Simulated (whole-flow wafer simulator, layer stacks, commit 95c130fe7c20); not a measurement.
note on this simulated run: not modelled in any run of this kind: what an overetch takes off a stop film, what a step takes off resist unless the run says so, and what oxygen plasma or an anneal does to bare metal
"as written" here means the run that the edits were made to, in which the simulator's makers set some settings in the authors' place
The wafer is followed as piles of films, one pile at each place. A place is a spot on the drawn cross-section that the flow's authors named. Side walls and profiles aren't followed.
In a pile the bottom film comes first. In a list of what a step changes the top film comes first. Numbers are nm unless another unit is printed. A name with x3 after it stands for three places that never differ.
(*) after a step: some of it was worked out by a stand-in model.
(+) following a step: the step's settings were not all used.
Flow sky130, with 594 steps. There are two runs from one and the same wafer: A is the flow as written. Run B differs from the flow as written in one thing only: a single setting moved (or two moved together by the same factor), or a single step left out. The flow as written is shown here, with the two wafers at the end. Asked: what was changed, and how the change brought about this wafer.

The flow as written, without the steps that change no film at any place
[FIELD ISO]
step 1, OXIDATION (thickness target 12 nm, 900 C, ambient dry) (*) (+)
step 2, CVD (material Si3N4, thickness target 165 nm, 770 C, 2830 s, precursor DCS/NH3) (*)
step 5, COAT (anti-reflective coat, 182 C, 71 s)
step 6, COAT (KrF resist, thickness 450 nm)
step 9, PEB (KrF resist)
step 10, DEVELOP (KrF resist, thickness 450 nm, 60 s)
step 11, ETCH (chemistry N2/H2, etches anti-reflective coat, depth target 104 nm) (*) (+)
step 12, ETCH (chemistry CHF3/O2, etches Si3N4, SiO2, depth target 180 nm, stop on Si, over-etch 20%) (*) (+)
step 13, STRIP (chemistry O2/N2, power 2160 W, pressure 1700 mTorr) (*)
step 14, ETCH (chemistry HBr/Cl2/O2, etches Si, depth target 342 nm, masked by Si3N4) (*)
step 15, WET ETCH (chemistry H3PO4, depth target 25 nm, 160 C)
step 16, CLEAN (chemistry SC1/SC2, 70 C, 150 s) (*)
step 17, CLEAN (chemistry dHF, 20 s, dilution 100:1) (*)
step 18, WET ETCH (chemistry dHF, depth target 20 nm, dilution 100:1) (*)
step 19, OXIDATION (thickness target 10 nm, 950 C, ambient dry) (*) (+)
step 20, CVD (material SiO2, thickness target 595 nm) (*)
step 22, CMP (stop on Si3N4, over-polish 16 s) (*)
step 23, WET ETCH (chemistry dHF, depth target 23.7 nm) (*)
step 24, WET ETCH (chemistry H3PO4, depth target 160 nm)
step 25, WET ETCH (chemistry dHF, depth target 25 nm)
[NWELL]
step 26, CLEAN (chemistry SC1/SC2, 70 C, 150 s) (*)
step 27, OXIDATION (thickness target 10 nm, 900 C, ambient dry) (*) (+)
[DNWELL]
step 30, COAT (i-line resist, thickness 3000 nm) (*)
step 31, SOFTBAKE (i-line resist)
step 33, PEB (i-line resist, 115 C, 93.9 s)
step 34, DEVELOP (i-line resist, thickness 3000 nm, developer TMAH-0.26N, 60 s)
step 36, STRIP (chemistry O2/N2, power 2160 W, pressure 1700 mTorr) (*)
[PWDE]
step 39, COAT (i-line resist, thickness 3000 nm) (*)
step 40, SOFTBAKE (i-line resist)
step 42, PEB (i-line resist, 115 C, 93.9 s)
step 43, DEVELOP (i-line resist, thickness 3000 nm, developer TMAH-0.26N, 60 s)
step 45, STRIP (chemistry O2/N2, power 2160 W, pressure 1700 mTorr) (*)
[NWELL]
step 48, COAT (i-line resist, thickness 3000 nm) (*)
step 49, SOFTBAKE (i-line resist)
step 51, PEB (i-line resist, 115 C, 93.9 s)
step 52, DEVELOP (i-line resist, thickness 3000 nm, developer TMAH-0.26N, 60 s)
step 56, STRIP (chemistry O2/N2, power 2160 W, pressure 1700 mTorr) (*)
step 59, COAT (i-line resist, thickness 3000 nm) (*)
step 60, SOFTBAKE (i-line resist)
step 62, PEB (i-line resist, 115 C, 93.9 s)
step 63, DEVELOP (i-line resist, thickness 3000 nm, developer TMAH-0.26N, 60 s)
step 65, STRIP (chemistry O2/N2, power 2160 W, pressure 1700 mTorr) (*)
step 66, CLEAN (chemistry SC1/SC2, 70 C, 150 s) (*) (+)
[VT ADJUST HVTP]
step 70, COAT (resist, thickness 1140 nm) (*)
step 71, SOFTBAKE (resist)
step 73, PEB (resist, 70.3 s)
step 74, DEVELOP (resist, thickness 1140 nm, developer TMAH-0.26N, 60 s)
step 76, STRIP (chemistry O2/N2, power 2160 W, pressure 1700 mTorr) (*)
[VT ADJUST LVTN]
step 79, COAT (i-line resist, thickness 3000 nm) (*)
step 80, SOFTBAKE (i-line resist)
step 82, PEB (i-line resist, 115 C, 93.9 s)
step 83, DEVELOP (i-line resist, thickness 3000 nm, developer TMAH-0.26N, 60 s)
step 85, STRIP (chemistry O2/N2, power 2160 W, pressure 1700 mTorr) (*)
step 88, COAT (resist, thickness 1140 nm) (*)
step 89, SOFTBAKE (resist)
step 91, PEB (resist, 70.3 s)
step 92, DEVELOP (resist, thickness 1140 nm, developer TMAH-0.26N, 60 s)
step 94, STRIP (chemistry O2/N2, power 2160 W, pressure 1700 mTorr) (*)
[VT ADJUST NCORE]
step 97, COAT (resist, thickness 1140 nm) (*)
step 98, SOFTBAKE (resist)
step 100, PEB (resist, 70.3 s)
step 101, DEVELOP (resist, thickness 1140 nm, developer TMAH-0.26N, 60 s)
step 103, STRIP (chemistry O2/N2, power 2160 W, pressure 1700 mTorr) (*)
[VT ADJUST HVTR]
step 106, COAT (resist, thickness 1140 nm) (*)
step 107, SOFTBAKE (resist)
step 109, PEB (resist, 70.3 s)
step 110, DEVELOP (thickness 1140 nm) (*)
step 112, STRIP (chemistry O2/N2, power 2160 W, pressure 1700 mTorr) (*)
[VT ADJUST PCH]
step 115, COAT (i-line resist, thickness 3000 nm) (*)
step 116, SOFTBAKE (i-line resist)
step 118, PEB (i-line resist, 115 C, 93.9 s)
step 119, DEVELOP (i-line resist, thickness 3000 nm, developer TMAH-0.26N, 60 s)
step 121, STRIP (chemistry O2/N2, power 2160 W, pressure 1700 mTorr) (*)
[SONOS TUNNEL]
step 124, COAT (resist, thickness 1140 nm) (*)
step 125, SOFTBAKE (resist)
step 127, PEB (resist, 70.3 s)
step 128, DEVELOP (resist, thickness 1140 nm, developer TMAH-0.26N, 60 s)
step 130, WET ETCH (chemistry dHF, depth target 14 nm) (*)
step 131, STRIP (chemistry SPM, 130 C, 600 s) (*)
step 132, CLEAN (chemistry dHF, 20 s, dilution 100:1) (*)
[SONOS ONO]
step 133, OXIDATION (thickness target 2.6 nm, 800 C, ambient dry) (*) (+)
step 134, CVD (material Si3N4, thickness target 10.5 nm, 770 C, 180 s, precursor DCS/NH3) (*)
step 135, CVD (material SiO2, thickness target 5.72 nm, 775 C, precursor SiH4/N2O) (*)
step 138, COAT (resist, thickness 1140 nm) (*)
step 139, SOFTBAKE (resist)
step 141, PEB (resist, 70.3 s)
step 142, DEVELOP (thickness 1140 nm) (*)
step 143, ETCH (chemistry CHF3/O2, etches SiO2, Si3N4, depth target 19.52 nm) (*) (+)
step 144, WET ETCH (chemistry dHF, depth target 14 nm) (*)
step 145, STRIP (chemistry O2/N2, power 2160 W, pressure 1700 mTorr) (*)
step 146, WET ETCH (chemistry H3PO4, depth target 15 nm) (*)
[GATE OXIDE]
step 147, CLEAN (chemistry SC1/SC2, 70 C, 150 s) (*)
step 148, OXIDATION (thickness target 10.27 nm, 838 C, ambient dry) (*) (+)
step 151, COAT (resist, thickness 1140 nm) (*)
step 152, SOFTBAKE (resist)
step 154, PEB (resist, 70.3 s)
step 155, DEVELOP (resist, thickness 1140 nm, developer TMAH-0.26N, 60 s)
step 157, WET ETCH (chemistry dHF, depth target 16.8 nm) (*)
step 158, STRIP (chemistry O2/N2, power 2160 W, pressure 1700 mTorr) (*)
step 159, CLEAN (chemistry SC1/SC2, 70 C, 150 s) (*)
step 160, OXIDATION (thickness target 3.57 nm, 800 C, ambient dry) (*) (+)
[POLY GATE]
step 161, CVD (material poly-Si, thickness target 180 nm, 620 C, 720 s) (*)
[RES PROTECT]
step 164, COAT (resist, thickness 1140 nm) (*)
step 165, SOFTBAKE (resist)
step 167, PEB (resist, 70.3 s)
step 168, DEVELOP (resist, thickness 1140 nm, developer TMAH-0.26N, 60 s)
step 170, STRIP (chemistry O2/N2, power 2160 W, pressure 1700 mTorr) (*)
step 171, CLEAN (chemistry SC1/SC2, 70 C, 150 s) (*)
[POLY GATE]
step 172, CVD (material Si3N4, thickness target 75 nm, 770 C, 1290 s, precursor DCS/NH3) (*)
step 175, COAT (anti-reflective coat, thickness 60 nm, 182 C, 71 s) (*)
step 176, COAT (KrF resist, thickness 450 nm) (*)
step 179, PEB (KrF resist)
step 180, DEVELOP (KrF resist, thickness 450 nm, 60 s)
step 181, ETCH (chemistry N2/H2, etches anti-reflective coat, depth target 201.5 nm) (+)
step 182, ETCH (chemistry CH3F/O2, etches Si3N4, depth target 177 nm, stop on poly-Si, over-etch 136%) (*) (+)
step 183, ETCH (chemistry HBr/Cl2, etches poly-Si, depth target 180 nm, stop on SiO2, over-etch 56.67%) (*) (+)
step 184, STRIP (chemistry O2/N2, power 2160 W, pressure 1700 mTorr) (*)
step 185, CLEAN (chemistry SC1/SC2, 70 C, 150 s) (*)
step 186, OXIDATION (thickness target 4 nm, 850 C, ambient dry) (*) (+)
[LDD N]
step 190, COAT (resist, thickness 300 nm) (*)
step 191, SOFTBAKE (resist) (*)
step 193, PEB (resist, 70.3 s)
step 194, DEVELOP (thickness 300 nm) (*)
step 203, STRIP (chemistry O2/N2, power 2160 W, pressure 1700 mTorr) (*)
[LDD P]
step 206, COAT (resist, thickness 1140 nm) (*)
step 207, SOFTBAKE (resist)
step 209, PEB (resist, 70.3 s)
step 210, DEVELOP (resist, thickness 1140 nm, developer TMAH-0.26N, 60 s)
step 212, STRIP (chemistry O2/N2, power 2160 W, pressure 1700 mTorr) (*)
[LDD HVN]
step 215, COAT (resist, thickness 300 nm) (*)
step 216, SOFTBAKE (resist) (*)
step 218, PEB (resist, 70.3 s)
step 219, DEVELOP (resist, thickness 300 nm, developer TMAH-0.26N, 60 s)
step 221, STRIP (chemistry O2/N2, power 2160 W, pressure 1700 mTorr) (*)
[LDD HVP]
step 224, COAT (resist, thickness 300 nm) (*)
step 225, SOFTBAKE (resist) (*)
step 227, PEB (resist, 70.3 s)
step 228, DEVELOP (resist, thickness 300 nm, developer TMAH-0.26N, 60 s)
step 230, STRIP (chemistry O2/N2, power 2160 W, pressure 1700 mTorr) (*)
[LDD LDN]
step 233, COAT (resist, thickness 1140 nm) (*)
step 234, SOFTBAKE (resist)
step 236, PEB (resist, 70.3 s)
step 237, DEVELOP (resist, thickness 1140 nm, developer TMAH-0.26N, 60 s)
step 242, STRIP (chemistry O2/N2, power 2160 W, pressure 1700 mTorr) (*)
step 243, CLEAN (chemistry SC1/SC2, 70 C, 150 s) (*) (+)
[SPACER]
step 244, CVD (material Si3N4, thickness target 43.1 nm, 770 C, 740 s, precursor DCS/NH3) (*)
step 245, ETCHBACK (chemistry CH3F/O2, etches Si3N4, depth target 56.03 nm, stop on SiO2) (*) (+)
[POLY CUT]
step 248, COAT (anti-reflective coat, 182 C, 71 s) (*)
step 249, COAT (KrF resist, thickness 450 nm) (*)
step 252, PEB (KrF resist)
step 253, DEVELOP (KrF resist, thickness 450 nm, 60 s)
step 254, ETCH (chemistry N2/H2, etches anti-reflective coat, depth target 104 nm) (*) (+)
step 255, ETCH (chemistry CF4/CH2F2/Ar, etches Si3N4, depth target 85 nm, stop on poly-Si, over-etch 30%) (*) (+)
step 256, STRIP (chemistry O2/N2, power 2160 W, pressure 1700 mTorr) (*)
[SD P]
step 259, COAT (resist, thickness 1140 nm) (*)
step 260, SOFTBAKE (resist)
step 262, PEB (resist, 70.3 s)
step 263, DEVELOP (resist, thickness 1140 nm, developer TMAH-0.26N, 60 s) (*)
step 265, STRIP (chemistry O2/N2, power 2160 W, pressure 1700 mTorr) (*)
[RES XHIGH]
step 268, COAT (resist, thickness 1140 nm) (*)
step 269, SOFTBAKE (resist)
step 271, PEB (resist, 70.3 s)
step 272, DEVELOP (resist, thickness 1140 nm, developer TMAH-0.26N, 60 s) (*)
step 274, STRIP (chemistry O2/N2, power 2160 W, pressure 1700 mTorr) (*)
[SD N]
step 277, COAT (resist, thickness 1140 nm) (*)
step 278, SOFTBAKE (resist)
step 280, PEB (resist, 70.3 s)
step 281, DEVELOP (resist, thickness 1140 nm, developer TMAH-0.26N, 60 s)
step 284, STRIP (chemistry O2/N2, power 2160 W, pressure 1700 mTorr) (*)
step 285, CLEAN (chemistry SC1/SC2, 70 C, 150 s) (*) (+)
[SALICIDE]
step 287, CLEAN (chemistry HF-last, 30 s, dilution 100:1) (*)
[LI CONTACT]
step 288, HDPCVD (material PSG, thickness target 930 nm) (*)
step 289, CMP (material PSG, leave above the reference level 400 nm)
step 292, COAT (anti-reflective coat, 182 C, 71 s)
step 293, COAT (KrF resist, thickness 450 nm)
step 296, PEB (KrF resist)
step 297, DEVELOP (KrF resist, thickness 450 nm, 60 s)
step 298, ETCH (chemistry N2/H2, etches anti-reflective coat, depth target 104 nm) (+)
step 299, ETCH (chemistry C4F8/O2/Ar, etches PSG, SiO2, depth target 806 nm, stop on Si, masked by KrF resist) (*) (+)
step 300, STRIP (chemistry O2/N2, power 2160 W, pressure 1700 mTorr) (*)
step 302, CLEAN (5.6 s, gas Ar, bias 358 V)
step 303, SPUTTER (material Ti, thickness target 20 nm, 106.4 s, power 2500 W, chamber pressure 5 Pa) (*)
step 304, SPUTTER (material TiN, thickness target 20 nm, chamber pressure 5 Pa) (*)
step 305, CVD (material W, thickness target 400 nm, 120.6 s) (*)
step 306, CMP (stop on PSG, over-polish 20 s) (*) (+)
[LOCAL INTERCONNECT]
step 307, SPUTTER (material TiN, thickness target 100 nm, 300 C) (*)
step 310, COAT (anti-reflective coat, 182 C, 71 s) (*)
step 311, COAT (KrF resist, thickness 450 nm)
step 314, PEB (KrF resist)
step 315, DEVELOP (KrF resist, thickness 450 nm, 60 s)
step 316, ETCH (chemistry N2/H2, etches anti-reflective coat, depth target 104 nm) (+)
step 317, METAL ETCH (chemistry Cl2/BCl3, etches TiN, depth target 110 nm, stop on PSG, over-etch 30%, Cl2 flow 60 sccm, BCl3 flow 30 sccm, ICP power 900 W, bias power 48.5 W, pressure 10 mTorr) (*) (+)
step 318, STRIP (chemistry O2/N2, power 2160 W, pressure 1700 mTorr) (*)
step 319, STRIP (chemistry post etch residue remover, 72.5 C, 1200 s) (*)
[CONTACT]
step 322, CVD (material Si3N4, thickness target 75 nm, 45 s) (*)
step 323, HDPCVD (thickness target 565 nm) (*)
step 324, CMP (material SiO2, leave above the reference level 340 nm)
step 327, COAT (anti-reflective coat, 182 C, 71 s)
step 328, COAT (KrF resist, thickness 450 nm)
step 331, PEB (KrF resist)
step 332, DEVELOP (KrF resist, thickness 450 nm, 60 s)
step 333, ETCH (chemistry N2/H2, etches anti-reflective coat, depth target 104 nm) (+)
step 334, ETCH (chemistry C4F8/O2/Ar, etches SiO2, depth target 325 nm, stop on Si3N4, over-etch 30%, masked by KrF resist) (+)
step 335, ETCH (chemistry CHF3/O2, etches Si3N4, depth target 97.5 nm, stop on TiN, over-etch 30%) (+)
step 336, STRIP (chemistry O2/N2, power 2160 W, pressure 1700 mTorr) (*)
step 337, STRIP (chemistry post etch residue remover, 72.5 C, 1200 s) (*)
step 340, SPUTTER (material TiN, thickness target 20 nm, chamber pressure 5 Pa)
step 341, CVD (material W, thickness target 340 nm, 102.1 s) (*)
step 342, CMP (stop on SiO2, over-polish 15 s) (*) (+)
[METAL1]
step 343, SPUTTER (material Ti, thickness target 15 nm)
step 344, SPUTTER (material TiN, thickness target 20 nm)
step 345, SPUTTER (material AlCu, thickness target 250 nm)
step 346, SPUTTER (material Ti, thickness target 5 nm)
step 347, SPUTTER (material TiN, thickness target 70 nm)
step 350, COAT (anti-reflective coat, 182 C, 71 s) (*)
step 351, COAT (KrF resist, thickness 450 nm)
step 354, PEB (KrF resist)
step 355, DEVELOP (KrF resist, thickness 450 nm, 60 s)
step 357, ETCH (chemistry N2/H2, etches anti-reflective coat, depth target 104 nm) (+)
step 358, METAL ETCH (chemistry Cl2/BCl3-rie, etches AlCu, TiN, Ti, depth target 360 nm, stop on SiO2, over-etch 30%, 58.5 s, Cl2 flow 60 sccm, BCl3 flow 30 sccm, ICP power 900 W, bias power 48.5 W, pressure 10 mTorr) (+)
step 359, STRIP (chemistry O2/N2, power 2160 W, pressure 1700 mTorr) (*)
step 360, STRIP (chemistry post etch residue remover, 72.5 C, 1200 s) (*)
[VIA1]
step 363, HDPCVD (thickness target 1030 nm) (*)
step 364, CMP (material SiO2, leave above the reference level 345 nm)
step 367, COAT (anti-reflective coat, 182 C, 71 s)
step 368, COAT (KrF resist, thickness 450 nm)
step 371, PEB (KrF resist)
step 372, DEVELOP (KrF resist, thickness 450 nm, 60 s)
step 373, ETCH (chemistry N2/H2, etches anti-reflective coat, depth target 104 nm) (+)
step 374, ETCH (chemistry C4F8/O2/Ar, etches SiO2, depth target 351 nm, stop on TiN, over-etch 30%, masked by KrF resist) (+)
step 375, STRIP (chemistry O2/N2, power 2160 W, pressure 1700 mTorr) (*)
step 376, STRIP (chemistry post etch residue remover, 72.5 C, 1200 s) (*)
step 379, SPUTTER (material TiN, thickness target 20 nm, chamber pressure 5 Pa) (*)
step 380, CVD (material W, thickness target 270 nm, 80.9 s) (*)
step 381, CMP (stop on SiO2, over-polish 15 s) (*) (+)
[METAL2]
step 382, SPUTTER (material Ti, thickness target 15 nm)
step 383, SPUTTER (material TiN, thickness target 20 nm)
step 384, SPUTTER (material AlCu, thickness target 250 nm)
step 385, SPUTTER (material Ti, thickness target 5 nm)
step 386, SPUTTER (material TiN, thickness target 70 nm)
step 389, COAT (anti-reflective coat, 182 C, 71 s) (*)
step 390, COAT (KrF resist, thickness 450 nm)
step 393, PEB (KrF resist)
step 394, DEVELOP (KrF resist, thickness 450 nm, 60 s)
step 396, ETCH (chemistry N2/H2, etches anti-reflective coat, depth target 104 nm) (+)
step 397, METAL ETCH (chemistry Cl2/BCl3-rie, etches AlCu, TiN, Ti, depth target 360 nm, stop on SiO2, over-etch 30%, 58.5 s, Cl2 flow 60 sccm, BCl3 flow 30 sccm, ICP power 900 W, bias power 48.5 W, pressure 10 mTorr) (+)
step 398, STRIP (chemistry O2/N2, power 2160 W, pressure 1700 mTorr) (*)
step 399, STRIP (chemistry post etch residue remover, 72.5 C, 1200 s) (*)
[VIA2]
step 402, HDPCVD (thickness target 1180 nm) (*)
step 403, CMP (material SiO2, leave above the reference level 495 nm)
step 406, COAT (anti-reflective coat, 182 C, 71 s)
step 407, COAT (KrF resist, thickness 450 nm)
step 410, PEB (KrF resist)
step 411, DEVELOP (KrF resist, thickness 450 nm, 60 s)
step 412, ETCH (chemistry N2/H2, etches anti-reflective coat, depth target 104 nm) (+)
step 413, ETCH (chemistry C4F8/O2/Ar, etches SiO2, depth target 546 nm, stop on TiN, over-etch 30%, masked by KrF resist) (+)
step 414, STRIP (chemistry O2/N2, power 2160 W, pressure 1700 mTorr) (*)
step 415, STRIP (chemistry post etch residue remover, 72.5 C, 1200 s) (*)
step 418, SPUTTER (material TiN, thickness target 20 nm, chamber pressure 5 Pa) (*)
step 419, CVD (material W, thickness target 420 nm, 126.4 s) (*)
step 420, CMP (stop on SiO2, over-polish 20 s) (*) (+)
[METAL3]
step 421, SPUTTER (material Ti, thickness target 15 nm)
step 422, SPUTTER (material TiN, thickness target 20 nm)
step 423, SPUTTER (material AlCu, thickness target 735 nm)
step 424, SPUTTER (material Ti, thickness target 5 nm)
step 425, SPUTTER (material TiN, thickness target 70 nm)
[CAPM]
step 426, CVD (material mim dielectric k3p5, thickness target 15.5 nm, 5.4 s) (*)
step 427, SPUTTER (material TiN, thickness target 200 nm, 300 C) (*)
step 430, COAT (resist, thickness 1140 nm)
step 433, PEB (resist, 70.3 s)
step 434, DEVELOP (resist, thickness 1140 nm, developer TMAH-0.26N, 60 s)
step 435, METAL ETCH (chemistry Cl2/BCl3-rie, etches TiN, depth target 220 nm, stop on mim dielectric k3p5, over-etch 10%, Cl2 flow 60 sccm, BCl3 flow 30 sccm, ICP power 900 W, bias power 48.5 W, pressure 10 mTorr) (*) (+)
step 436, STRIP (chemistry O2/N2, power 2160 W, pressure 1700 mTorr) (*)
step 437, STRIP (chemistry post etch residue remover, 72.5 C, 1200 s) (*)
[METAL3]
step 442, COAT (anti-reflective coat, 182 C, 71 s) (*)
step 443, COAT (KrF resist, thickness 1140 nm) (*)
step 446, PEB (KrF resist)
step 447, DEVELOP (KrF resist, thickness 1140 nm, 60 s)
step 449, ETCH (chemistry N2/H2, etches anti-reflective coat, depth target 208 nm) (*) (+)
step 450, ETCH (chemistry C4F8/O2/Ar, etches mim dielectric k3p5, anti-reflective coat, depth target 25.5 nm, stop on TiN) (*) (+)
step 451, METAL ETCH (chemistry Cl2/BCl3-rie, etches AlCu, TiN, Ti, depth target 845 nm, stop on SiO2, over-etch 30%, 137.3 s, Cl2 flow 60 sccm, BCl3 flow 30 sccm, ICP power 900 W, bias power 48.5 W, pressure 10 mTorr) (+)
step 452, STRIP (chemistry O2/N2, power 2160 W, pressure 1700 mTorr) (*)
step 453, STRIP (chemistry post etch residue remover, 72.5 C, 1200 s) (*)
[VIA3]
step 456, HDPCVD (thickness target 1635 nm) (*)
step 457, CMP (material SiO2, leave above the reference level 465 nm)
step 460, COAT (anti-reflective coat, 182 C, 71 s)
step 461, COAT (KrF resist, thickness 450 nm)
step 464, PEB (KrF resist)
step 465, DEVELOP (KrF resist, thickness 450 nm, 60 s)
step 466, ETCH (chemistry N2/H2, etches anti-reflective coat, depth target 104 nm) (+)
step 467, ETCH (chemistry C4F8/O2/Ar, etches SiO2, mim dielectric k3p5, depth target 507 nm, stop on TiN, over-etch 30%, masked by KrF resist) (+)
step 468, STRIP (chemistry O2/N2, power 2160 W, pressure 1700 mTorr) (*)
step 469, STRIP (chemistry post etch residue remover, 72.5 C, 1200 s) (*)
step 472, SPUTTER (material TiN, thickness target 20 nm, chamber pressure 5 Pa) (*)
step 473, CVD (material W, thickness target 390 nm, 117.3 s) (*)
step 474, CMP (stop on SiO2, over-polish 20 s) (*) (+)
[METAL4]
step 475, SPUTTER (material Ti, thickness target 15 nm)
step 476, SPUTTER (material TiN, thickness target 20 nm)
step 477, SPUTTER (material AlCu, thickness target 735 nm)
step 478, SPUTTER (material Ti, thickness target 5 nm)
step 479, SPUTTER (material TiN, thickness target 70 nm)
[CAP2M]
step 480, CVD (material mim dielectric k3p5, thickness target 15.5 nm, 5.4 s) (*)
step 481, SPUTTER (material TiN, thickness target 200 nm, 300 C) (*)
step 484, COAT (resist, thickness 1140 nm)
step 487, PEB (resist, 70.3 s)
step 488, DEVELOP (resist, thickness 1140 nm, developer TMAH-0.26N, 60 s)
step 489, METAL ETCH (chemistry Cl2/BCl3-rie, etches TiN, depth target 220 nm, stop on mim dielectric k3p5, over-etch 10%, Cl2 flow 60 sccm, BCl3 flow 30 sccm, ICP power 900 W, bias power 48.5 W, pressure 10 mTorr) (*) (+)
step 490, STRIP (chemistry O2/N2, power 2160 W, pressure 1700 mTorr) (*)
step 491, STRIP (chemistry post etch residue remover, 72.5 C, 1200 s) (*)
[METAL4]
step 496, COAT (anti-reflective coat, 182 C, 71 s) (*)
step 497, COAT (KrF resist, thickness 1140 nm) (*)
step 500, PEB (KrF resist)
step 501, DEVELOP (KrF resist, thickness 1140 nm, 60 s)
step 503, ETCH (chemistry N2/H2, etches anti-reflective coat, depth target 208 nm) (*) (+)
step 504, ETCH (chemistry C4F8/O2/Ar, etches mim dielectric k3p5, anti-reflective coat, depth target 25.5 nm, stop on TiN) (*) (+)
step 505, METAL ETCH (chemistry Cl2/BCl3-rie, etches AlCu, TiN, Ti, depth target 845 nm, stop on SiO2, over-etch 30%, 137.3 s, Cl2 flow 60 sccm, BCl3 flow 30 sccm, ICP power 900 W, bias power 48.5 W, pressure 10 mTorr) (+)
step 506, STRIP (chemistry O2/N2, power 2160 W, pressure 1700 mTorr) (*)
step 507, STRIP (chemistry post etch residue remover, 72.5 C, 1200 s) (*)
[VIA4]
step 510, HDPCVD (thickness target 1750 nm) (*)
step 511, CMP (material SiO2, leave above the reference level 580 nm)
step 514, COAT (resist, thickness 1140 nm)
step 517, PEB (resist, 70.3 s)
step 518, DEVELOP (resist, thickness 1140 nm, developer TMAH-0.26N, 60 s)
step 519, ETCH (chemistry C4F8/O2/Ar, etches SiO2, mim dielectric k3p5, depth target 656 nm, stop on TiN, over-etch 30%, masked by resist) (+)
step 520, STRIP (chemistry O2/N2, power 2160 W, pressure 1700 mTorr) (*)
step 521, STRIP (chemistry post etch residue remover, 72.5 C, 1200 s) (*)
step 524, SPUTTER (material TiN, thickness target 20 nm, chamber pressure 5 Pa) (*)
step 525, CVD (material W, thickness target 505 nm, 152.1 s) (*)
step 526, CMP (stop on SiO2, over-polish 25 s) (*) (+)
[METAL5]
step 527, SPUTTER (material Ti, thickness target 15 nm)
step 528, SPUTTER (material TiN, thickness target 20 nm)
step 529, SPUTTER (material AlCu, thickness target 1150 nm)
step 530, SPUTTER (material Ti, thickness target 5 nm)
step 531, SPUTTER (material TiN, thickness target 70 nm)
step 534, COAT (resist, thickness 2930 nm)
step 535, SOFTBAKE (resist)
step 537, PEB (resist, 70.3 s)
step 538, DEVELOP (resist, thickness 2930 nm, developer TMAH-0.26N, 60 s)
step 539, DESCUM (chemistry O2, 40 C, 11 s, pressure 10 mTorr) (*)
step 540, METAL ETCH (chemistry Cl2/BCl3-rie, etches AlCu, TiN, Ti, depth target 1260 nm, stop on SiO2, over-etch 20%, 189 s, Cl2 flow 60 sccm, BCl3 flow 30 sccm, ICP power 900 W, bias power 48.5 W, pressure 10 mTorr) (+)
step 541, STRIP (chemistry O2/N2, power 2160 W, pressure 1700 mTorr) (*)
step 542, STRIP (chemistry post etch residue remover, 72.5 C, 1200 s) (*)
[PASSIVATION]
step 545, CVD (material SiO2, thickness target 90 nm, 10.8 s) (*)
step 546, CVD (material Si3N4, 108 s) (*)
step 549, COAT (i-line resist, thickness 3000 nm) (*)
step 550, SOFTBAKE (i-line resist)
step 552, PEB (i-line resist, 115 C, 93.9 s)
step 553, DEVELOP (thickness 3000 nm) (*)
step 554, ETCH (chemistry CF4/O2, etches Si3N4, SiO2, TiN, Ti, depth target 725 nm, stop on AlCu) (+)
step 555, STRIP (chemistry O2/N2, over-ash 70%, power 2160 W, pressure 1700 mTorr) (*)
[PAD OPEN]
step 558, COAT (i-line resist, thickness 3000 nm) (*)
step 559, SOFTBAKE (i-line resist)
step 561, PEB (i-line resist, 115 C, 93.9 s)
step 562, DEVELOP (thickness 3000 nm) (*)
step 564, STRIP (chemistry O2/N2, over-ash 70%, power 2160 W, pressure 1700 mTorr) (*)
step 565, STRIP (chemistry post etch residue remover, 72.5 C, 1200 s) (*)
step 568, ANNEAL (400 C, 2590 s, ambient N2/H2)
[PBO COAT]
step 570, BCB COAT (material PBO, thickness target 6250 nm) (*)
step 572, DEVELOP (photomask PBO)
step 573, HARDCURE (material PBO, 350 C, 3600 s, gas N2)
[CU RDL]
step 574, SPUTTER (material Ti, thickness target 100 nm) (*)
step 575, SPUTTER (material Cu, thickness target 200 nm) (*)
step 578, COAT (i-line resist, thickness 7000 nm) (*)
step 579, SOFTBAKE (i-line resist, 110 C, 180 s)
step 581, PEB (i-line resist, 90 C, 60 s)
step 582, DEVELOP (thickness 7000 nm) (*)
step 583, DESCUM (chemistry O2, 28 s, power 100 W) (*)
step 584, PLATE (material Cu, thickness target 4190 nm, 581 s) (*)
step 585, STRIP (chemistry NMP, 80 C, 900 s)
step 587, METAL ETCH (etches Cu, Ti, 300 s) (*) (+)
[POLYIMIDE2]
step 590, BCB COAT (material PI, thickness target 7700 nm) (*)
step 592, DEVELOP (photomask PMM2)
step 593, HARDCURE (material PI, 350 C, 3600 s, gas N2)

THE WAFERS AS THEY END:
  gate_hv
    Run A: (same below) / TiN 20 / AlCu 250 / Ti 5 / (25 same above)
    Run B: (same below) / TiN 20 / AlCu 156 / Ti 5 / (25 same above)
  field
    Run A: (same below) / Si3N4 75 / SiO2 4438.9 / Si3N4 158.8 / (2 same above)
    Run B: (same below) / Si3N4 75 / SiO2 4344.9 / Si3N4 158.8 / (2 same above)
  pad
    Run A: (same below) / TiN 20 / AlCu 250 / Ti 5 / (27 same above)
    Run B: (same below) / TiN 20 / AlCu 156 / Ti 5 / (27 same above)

The reason: step 345, SPUTTER: thickness target 156 nm was run, though the flow has thickness target 250 nm.
One can read it off the wafer: gate_hv has AlCu 156, and step 345 as written asks for 250 nm.

How this came from the change, step by step:
  step 345, SPUTTER (material AlCu, thickness target 250 nm)
      field, active, n_well and 188 more: A AlCu gains 250 (new film) | B AlCu gains 156 (new film)
  step 358, METAL ETCH (chemistry Cl2/BCl3-rie, etches AlCu, TiN, Ti, depth target 360 nm, stop on SiO2, over-etch 30%, 58.5 s, Cl2 flow 60 sccm, BCl3 flow 30 sccm, ICP power 900 W, bias power 48.5 W, pressure 10 mTorr) (+)
      field, active, gate and 81 more: A TiN loses 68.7 (all of it), Ti loses 5 (all of it), AlCu loses 250 (all of it), TiN loses 20 (all of it), Ti loses 15 (all of it), SiO2 loses 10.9 | B TiN loses 68.7 (all of it), Ti loses 5 (all of it), AlCu loses 156 (all of it), TiN loses 20 (all of it), Ti loses 15 (all of it), SiO2 loses 20.3
  step 364, CMP (material SiO2, leave above the reference level 345 nm)
      field, active, gate and 81 more: A SiO2 loses 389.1 | B SiO2 loses 473.7
